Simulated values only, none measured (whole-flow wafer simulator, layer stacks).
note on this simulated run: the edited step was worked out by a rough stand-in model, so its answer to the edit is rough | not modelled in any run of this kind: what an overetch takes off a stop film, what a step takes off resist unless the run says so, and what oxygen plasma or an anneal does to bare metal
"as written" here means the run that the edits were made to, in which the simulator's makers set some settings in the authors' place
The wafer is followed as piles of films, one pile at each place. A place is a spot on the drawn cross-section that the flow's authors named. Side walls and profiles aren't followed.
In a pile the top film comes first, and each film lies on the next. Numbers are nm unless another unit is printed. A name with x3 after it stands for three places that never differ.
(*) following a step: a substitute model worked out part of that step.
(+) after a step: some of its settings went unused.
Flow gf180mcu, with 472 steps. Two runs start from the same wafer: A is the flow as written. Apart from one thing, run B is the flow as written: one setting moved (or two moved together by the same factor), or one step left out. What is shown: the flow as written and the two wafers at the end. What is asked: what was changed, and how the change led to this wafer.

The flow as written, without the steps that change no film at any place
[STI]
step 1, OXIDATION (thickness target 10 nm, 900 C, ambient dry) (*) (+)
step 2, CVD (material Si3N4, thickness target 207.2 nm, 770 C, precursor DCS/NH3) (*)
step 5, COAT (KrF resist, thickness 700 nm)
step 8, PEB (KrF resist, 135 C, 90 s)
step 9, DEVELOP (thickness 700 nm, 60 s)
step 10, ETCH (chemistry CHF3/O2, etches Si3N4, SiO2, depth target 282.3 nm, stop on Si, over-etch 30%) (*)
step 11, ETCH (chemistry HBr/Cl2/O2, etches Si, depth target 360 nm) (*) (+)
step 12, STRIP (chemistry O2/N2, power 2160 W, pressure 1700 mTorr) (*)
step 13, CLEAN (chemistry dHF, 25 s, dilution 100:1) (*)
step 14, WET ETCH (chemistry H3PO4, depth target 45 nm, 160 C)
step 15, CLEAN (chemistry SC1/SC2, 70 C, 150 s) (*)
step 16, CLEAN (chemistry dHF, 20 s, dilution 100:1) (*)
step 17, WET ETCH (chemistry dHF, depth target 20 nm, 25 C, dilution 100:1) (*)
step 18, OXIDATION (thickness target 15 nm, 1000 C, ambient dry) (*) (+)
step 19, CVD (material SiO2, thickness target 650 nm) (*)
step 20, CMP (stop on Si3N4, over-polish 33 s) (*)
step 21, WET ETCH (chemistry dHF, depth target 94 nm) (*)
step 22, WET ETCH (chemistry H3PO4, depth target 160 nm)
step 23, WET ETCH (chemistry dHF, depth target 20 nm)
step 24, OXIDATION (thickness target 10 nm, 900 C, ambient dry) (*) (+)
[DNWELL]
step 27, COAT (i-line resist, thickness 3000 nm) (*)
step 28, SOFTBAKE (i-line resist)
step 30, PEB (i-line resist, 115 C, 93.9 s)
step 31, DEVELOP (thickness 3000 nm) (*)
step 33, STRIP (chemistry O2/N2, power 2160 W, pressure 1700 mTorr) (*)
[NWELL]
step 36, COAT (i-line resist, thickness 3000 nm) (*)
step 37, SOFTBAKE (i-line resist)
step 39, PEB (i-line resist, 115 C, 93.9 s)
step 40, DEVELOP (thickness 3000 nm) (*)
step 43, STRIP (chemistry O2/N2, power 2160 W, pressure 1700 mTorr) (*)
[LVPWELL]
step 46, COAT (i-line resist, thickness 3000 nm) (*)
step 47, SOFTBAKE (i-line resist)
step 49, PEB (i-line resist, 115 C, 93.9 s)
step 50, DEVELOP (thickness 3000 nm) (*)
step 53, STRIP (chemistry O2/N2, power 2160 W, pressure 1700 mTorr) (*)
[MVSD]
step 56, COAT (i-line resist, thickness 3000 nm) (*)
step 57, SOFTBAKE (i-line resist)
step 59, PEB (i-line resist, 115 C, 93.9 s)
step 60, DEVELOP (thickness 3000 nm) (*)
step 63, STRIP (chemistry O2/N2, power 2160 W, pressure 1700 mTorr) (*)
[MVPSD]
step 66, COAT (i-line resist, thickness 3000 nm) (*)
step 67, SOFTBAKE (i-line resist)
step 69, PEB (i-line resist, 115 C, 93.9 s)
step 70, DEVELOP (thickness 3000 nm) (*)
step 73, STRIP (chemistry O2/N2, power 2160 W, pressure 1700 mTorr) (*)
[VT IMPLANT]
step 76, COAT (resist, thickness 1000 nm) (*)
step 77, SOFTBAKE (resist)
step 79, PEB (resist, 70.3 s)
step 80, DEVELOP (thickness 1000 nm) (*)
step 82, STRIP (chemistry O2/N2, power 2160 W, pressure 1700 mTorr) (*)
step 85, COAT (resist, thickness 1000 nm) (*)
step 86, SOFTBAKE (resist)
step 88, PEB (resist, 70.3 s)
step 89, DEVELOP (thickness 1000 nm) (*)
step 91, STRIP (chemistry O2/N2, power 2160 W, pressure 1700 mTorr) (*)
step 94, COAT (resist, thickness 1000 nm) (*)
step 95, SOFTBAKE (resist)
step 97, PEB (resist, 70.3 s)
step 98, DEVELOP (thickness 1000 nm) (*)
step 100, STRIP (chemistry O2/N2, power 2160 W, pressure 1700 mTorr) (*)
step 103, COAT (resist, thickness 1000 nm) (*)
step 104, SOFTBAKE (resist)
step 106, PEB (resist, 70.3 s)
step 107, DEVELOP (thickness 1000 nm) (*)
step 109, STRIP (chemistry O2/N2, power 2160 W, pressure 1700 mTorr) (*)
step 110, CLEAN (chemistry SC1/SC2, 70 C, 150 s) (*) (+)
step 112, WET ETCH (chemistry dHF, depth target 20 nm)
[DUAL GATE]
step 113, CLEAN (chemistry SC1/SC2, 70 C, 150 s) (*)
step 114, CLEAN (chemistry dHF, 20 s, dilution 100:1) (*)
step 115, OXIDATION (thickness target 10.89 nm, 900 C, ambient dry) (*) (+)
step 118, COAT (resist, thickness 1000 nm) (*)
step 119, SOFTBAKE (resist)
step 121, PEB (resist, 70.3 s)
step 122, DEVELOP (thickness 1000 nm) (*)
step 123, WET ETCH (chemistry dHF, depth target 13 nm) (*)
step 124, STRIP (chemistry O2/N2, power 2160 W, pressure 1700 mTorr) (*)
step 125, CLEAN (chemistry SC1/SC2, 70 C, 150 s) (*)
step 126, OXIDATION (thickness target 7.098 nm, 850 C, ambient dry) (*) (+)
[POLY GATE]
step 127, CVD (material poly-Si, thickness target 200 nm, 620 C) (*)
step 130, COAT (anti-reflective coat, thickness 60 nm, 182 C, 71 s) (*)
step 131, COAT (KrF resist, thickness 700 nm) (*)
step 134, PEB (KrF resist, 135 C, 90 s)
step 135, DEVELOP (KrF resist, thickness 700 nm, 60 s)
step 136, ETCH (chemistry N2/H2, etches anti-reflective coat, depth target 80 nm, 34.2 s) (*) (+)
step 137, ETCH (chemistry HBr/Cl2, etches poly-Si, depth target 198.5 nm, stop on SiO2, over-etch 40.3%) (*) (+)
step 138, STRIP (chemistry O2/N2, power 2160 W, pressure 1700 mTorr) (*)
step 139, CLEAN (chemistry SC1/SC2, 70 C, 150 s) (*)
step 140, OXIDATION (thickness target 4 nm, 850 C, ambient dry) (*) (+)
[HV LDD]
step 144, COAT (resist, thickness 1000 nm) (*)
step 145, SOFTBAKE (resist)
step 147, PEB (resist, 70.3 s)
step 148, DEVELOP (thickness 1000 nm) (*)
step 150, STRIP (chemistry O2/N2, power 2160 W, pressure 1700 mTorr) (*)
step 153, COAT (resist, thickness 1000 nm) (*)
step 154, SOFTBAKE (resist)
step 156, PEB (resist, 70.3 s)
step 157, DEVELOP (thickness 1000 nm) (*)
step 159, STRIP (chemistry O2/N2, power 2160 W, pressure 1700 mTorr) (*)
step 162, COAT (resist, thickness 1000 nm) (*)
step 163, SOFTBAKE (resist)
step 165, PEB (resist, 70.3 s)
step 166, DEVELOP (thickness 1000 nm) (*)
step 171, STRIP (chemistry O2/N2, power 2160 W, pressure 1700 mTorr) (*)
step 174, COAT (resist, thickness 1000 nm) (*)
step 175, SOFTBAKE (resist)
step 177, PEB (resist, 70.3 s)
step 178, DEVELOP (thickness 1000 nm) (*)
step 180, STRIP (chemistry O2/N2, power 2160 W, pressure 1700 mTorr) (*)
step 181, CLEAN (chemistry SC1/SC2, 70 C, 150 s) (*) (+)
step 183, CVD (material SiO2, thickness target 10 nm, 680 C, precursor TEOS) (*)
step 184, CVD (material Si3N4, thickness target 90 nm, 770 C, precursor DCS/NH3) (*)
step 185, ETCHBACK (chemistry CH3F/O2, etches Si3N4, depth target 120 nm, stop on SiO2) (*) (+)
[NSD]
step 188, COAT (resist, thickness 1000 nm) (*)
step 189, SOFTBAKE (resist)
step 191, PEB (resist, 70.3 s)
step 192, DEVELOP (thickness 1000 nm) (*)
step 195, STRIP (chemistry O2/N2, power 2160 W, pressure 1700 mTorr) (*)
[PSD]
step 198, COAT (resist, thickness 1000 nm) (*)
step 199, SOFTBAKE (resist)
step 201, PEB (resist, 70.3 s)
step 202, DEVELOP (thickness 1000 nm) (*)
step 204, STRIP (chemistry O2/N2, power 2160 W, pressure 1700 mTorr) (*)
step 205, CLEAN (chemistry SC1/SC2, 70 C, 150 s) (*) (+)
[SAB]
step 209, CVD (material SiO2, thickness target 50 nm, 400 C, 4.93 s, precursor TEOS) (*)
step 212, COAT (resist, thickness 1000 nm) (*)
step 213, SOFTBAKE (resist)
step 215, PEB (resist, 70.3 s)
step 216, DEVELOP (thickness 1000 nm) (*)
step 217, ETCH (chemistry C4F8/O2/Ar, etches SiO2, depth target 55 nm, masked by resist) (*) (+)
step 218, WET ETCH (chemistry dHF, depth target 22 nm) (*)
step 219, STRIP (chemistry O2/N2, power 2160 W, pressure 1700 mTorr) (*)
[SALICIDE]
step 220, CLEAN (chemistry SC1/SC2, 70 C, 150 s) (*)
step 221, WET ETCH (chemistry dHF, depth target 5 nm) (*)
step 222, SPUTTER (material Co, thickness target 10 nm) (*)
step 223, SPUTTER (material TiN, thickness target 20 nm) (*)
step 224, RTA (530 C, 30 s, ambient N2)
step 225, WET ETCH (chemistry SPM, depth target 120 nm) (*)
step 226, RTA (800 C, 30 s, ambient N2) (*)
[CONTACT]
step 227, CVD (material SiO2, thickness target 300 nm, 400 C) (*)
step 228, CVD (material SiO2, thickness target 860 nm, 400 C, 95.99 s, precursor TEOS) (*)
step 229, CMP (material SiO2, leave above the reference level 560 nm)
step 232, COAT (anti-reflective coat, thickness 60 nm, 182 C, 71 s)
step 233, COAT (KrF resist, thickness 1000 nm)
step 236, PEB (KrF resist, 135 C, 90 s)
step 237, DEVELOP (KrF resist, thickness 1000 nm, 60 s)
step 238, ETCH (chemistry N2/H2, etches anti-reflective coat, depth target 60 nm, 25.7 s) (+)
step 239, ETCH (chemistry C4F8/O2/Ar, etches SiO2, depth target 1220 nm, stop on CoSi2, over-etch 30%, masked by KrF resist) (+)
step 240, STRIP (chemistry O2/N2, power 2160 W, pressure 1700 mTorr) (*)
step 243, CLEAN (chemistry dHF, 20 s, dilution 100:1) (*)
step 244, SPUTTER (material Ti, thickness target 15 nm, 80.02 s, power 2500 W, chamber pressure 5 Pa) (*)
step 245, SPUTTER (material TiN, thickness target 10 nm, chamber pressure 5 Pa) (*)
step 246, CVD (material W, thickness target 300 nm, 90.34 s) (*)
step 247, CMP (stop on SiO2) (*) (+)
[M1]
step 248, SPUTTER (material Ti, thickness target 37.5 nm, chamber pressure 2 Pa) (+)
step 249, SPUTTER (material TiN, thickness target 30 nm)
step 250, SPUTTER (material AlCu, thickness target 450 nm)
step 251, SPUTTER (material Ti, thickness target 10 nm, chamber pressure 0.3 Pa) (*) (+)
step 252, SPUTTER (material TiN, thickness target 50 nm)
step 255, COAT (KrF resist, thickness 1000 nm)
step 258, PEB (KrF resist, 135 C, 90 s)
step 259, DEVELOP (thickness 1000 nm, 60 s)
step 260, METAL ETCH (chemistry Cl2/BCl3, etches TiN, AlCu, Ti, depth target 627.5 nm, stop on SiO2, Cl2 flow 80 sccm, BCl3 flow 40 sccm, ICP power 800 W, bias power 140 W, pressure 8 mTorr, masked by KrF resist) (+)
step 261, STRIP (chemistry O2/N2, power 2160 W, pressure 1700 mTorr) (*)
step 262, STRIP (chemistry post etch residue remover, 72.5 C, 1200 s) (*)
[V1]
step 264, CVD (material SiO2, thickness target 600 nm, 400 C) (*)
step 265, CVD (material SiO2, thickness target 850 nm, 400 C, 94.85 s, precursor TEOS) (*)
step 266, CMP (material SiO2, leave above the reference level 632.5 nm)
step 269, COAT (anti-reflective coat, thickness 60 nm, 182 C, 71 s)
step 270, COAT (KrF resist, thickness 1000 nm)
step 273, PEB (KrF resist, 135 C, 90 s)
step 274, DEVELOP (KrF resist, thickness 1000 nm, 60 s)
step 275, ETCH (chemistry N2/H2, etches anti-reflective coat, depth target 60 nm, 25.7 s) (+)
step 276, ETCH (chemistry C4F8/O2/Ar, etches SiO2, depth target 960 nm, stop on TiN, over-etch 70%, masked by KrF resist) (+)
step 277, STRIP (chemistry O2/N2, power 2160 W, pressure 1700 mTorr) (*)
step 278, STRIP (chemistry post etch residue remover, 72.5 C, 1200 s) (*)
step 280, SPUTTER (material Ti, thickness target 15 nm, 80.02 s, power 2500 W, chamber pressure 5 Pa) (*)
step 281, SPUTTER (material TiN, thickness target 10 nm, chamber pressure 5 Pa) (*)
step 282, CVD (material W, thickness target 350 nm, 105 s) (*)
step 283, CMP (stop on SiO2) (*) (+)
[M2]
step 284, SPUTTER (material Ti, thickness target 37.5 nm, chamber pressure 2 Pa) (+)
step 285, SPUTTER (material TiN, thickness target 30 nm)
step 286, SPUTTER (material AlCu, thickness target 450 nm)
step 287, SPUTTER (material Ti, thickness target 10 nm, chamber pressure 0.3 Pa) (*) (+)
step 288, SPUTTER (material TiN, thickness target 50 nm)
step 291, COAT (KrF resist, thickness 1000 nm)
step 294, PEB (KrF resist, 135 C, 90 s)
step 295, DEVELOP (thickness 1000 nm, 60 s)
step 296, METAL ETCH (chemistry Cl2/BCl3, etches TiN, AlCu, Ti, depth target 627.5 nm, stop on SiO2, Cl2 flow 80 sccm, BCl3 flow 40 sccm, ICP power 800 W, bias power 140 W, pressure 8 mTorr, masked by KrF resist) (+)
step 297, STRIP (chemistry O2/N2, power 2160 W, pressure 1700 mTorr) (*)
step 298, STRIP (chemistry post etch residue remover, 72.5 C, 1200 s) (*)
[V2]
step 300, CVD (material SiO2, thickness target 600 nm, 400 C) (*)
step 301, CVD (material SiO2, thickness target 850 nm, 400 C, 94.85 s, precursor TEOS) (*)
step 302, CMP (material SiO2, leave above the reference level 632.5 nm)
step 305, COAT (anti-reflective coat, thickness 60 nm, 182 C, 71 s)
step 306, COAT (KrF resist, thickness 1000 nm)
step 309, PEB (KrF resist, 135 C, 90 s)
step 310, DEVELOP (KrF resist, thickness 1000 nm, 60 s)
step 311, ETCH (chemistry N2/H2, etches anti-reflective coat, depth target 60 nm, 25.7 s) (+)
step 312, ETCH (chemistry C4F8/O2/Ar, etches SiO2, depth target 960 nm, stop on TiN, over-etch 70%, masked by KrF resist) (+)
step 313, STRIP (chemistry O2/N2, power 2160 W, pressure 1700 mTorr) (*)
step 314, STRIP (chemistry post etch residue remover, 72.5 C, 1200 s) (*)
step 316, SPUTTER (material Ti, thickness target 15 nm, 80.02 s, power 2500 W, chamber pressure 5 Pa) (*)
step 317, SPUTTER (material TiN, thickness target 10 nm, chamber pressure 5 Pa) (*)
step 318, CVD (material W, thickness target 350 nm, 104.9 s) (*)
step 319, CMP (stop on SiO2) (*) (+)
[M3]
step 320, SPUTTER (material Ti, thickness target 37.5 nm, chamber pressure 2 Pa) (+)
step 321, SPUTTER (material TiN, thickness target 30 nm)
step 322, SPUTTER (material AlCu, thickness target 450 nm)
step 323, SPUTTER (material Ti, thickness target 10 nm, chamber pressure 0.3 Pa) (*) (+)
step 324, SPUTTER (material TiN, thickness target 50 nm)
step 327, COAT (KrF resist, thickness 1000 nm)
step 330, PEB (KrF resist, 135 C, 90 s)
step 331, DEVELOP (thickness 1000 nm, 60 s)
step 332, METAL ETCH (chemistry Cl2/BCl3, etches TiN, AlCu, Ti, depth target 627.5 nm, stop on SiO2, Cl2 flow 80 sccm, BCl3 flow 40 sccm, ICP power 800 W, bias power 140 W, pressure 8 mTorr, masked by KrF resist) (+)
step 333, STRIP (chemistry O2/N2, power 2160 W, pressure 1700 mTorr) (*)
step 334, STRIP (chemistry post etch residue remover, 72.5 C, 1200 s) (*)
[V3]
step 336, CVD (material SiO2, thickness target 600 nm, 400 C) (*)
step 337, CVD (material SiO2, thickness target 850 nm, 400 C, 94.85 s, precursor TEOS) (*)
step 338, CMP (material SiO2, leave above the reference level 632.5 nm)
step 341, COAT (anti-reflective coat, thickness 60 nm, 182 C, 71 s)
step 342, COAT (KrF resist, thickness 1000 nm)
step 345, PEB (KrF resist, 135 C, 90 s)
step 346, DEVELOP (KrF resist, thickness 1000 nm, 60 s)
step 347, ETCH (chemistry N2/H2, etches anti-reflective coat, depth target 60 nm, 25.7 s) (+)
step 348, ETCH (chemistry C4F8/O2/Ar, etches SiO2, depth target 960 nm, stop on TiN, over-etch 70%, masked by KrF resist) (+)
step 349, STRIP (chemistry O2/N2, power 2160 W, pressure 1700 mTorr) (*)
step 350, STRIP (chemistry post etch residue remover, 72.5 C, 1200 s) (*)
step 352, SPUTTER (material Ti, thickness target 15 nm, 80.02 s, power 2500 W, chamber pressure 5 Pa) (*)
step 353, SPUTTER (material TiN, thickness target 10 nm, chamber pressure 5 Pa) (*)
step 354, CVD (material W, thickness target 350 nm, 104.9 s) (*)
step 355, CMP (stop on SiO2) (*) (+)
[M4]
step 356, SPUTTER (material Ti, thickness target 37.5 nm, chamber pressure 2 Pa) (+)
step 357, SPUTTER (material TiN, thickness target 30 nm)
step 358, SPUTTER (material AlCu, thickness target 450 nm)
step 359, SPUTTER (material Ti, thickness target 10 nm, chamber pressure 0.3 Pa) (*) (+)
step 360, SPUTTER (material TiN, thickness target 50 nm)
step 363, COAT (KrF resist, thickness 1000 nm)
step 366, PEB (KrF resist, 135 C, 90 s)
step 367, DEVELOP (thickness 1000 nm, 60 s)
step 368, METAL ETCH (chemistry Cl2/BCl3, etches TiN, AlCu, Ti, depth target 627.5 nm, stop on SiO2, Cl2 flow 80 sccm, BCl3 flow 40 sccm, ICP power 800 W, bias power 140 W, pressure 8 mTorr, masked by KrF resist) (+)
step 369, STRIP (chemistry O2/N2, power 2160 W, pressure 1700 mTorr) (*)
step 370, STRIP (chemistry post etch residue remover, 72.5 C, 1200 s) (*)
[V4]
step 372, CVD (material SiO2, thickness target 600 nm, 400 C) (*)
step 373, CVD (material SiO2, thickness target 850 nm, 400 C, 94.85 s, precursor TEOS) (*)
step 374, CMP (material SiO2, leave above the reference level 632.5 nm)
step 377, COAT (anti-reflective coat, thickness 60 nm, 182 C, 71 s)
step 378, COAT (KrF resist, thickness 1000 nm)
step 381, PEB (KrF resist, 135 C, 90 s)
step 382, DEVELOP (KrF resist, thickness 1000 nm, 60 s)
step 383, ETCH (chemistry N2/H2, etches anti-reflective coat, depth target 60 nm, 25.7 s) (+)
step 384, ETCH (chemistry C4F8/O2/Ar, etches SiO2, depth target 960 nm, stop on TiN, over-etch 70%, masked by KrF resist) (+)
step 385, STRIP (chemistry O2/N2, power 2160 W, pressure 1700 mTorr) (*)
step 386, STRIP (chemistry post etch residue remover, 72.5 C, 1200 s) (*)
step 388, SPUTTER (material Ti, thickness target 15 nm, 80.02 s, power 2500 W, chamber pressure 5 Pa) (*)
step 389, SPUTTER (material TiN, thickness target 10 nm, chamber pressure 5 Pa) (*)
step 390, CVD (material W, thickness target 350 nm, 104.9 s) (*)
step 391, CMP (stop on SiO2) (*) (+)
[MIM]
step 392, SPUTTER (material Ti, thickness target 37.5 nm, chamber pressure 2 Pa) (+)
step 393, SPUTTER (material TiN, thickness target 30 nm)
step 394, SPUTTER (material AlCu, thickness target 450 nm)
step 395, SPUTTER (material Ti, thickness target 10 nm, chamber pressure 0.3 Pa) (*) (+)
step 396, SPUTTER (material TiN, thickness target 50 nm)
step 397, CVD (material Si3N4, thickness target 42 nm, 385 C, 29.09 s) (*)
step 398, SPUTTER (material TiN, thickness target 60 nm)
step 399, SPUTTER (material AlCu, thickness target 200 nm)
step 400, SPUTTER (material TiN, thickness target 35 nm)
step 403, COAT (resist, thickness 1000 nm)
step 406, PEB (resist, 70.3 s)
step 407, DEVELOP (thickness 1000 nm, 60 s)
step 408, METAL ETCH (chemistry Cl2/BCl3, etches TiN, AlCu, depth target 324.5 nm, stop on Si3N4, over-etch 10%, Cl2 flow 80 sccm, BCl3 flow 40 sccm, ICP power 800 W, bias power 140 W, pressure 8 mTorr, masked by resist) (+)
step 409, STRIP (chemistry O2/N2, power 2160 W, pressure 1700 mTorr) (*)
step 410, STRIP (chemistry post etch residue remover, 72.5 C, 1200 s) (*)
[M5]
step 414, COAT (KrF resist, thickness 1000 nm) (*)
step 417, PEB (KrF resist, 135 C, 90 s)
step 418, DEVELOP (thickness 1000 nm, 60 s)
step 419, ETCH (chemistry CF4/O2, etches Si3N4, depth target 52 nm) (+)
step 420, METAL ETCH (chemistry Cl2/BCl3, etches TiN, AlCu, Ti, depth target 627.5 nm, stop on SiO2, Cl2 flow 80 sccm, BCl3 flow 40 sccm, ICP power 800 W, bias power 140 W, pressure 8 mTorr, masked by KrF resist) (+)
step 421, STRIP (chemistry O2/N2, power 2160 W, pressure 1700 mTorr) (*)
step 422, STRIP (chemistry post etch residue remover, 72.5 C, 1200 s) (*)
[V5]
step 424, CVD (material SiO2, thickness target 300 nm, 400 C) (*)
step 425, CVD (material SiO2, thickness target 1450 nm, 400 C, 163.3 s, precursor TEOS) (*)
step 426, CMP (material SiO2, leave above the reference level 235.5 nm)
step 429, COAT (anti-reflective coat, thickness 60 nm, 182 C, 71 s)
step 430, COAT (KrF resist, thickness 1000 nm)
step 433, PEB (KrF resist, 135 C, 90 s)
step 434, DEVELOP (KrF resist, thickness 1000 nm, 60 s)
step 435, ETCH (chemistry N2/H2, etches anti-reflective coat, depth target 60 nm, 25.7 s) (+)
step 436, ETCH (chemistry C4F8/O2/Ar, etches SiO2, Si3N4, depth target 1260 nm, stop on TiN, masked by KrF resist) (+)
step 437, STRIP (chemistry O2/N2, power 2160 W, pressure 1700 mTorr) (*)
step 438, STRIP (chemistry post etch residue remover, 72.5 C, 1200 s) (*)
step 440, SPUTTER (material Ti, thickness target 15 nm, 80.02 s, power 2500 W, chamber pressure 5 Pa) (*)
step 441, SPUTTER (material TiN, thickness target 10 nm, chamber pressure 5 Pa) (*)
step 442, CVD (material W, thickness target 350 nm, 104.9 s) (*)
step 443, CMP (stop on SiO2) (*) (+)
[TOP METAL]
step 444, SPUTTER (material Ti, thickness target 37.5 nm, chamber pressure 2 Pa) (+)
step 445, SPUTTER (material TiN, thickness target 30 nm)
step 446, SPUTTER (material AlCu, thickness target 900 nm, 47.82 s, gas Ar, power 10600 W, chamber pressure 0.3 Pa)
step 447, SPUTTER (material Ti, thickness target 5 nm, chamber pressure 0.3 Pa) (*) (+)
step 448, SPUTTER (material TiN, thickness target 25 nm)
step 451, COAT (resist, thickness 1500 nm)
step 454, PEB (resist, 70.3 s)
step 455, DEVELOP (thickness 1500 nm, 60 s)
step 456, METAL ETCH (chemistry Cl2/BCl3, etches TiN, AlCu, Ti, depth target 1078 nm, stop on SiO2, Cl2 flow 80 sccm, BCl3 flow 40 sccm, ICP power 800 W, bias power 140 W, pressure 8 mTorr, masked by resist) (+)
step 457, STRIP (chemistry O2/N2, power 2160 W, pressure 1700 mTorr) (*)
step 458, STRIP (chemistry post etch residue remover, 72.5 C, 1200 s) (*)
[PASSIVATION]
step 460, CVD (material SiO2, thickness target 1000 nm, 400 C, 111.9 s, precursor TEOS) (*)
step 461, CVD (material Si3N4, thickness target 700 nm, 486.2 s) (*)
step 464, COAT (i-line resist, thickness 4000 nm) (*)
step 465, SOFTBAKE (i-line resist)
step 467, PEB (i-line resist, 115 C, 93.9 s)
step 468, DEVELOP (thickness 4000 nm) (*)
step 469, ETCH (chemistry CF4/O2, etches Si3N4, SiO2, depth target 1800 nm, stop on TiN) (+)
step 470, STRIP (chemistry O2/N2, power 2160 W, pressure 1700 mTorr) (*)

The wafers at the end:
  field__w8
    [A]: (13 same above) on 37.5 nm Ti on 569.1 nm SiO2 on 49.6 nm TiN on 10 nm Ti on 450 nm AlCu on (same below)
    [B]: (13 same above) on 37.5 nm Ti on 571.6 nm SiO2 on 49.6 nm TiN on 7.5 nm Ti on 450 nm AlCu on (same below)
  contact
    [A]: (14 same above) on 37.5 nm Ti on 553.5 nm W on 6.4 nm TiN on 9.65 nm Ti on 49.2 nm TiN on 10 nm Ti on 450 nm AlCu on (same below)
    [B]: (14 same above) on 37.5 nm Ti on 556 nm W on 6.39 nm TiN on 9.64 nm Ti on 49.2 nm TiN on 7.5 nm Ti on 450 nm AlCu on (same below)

Cause: step 359, SPUTTER: thickness target 7.5 nm was run, though the flow has thickness target 10 nm.
The wafer itself shows it: field__w8 has Ti 7.5, and step 359 as written asks for 10 nm.

Step by step, how the change led to this:
  step 359, SPUTTER (material Ti, thickness target 10 nm, chamber pressure 0.3 Pa) (*) (+)
      field, field__w1, field__w2 and 108 more: A Ti gains 10 (new film) | B Ti gains 7.5 (new film)
  step 368, METAL ETCH (chemistry Cl2/BCl3, etches TiN, AlCu, Ti, depth target 627.5 nm, stop on SiO2, Cl2 flow 80 sccm, BCl3 flow 40 sccm, ICP power 800 W, bias power 140 W, pressure 8 mTorr, masked by KrF resist) (+)
      field, field__w1, field__w2 and 103 more: A TiN loses 50 (all of it), Ti loses 10 (all of it), AlCu loses 450 (all of it), TiN loses 30 (all of it), Ti loses 37.5 (all of it) | B TiN loses 50 (all of it), Ti loses 7.5 (all of it), AlCu loses 450 (all of it), TiN loses 30 (all of it), Ti loses 37.5 (all of it)
